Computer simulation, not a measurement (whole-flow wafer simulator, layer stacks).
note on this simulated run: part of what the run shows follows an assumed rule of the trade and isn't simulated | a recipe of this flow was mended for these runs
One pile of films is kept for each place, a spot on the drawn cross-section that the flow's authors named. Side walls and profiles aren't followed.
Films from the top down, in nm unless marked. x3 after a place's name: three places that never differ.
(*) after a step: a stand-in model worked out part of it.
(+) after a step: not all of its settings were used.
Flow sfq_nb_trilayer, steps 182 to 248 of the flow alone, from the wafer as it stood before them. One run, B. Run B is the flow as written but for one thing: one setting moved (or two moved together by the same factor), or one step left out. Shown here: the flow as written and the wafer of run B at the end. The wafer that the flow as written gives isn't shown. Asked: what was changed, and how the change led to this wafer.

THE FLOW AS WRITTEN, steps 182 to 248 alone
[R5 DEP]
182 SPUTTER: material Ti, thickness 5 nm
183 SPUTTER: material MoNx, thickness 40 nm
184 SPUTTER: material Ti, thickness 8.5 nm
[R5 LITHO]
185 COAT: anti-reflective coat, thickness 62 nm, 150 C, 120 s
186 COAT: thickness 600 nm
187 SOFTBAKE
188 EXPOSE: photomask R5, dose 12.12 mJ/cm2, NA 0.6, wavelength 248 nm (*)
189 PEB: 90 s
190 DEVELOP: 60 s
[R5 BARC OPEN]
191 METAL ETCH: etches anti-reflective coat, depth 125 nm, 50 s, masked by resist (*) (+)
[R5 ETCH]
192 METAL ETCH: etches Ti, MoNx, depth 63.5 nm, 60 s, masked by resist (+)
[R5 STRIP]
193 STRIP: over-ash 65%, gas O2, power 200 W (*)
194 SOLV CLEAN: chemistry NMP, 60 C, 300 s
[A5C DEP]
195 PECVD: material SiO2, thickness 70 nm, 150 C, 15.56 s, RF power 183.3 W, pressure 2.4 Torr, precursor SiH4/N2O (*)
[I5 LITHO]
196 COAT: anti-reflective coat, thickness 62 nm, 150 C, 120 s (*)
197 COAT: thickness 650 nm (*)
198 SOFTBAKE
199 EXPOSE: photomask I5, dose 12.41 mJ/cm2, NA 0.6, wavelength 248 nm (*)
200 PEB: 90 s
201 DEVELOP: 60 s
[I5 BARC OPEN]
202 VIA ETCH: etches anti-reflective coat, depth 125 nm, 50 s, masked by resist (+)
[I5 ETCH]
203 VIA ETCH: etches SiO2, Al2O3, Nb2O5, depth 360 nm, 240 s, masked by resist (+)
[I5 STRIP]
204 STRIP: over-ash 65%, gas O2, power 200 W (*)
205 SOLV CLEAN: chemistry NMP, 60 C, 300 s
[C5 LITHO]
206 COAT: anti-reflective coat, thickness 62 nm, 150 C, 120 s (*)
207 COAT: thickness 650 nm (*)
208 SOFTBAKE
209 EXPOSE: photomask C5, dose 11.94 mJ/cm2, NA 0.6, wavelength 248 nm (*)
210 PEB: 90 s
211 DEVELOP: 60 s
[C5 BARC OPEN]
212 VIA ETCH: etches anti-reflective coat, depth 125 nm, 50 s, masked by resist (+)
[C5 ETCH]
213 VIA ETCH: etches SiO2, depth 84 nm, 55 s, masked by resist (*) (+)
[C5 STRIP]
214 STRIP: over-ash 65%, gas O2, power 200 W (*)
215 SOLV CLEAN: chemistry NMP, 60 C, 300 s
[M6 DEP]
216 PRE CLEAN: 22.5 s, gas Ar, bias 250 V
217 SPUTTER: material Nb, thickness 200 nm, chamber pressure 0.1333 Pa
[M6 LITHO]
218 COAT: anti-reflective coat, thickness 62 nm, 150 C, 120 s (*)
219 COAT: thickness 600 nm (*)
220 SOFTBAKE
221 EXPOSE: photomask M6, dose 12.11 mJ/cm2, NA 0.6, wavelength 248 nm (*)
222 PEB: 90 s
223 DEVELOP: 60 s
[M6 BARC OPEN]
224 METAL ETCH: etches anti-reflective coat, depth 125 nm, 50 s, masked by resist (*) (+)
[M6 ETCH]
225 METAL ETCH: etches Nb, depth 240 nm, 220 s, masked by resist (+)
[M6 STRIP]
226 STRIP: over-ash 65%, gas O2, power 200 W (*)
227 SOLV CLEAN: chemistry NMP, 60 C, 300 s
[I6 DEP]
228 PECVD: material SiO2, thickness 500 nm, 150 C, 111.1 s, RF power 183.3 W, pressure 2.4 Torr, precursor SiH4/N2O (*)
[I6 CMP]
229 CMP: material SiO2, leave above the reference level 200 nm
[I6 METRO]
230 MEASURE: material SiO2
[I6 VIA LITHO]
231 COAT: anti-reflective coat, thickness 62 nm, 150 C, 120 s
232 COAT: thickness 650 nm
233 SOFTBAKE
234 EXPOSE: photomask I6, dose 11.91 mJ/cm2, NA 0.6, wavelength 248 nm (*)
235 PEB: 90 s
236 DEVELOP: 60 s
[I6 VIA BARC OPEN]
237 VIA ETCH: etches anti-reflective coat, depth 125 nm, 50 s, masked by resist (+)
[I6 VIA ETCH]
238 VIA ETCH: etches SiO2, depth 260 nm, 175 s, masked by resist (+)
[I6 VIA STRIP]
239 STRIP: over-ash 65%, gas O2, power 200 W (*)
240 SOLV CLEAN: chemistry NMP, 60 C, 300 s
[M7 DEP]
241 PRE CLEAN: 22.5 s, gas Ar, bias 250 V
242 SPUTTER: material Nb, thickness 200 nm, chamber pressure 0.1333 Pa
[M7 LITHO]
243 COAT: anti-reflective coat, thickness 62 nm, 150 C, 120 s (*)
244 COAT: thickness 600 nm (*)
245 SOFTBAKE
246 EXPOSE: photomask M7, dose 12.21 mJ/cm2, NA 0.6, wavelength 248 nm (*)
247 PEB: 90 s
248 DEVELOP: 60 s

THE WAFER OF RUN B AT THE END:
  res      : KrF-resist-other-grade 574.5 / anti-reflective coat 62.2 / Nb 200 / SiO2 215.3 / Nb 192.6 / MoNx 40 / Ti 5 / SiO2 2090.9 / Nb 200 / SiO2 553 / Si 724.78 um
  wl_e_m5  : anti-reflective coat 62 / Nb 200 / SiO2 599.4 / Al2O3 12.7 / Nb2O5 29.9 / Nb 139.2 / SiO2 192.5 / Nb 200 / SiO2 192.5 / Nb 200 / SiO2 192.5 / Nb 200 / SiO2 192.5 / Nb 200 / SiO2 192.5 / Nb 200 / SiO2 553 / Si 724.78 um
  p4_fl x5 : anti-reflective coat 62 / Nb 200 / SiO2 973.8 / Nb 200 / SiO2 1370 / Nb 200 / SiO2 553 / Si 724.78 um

The cause: step 184, SPUTTER: thickness 5.95 nm was run, where the flow has thickness 8.5 nm.

How the change led to this, step by step:
  184 SPUTTER: material Ti, thickness 8.5 nm
      field_l, v_sur, via_wl and 103 more: Ti +5.95 (new film) (as written it would be: Ti +8.5 (new film))
  192 METAL ETCH: etches Ti, MoNx, depth 63.5 nm, 60 s, masked by resist (+)
      field_l, v_sur, via_wl and 92 more: Ti -5.95 (all of it), MoNx -40 (all of it), Ti -5 (all of it), SiO2 -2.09 (as written it would be: Ti -8.5 (all of it), MoNx -40 (all of it), Ti -5 (all of it), SiO2 -1.67)
      ce_l, c5j, ce_r, wl_jj: Ti -5.95 (all of it), MoNx -40 (all of it), Ti -5 (all of it), Nb -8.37 (as written it would be: Ti -8.5 (all of it), MoNx -40 (all of it), Ti -5 (all of it), Nb -6.67)
  196 COAT: anti-reflective coat, thickness 62 nm, 150 C, 120 s (*)
      r5r_line_l, r5r_line_c, r5r_line_r: anti-reflective coat +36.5 (new film) (as written it would be: anti-reflective coat +35.5 (new film))
  204 STRIP: over-ash 65%, gas O2, power 200 W (*)
      r5r_line_l, r5r_line_c, r5r_line_r: KrF-resist-other-grade -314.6 (all of it), anti-reflective coat -36.5 (all of it) (as written it would be: KrF-resist-other-grade -314.5 (all of it), anti-reflective coat -35.5 (all of it))
  206 COAT: anti-reflective coat, thickness 62 nm, 150 C, 120 s (*)
      r5r_line_l, r5r_line_c, r5r_line_r: anti-reflective coat +36.5 (new film) (as written it would be: anti-reflective coat +35.5 (new film))
  214 STRIP: over-ash 65%, gas O2, power 200 W (*)
      r5r_line_l, r5r_line_c, r5r_line_r: KrF-resist-other-grade -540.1 (all of it), anti-reflective coat -36.5 (all of it) (as written it would be: KrF-resist-other-grade -540 (all of it), anti-reflective coat -35.5 (all of it))
  216 PRE CLEAN: 22.5 s, gas Ar, bias 250 V
      res: Ti -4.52 (all of it) (as written it would be: Ti -4.53)
  218 COAT: anti-reflective coat, thickness 62 nm, 150 C, 120 s (*)
      r5r_line_l, r5r_line_c, r5r_line_r: anti-reflective coat +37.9 (new film) (as written it would be: anti-reflective coat +37.1 (new film))
  224 METAL ETCH: etches anti-reflective coat, depth 125 nm, 50 s, masked by resist (*) (+)
      r5r_line_l, r5r_line_c, r5r_line_r: anti-reflective coat -37.9 (all of it) (as written it would be: anti-reflective coat -37.1 (all of it))
